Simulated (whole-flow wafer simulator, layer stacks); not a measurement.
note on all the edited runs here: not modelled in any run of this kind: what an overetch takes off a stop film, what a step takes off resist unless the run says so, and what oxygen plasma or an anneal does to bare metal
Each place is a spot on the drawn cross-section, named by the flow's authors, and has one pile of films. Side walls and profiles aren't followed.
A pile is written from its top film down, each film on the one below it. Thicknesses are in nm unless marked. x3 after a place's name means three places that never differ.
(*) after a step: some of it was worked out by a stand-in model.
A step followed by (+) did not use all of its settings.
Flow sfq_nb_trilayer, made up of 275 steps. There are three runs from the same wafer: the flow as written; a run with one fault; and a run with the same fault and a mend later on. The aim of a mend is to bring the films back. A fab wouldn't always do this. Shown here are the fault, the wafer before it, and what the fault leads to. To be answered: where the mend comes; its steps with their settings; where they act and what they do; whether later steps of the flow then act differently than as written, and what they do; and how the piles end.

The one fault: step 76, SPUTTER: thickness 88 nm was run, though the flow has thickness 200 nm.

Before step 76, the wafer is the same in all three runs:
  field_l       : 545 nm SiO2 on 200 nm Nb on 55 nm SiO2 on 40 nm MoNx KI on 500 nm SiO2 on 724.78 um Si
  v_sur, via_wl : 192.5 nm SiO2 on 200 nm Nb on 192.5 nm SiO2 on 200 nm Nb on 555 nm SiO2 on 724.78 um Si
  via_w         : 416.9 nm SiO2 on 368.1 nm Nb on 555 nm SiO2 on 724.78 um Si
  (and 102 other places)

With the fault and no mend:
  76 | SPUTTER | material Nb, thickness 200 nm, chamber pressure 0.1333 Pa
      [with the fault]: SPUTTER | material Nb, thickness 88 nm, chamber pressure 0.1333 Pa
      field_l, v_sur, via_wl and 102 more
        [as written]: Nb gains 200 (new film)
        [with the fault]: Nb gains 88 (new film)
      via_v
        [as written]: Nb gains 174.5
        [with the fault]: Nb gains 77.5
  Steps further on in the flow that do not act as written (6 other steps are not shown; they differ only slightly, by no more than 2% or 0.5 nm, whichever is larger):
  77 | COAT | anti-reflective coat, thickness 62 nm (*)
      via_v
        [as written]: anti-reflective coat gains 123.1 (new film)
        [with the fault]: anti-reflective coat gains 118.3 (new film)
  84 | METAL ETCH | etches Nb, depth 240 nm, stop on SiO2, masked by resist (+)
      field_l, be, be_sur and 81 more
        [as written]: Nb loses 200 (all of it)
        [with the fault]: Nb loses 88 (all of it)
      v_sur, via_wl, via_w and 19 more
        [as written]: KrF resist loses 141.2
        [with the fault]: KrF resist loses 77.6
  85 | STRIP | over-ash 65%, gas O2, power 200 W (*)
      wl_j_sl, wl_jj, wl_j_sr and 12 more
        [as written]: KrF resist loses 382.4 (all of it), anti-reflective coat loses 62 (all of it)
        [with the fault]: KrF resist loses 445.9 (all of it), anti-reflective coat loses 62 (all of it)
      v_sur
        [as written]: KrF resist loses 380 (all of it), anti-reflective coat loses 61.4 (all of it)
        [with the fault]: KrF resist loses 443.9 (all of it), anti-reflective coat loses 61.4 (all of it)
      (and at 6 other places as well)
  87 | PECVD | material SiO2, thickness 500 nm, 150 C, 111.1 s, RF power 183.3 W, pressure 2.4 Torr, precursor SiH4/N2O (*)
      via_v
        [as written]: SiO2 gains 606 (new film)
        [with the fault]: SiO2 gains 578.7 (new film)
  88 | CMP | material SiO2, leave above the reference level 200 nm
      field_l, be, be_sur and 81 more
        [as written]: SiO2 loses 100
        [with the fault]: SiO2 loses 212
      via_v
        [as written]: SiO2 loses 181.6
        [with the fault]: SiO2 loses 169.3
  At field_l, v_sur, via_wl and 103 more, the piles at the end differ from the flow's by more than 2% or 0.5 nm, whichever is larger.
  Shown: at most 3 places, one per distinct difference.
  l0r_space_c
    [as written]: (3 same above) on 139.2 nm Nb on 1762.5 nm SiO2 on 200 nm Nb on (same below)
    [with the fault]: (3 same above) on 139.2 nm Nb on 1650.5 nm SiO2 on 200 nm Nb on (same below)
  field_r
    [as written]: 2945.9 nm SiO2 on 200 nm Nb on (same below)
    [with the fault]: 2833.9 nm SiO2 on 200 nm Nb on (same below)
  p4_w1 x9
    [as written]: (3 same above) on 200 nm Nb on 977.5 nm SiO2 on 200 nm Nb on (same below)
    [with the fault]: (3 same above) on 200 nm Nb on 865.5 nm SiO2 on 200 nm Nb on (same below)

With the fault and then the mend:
  The mend stands after step 76.
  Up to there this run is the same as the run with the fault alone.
  76a | SPUTTER | material Nb, thickness 112 nm, chamber pressure 0.1333 Pa (the flow's step 76, run once more with other settings)
      field_l, v_sur, via_wl and 102 more
        Nb gains 112
      via_v
        Nb gains 92.7
  Later steps of the flow that are run all act as written at every place that is followed, up to a difference of at most 2% or 0.5 nm, whichever is larger.
  When the end is reached, the piles differ only a little from the flow's at the places that both follow, at most by 2% or 0.5 nm, whichever is larger.
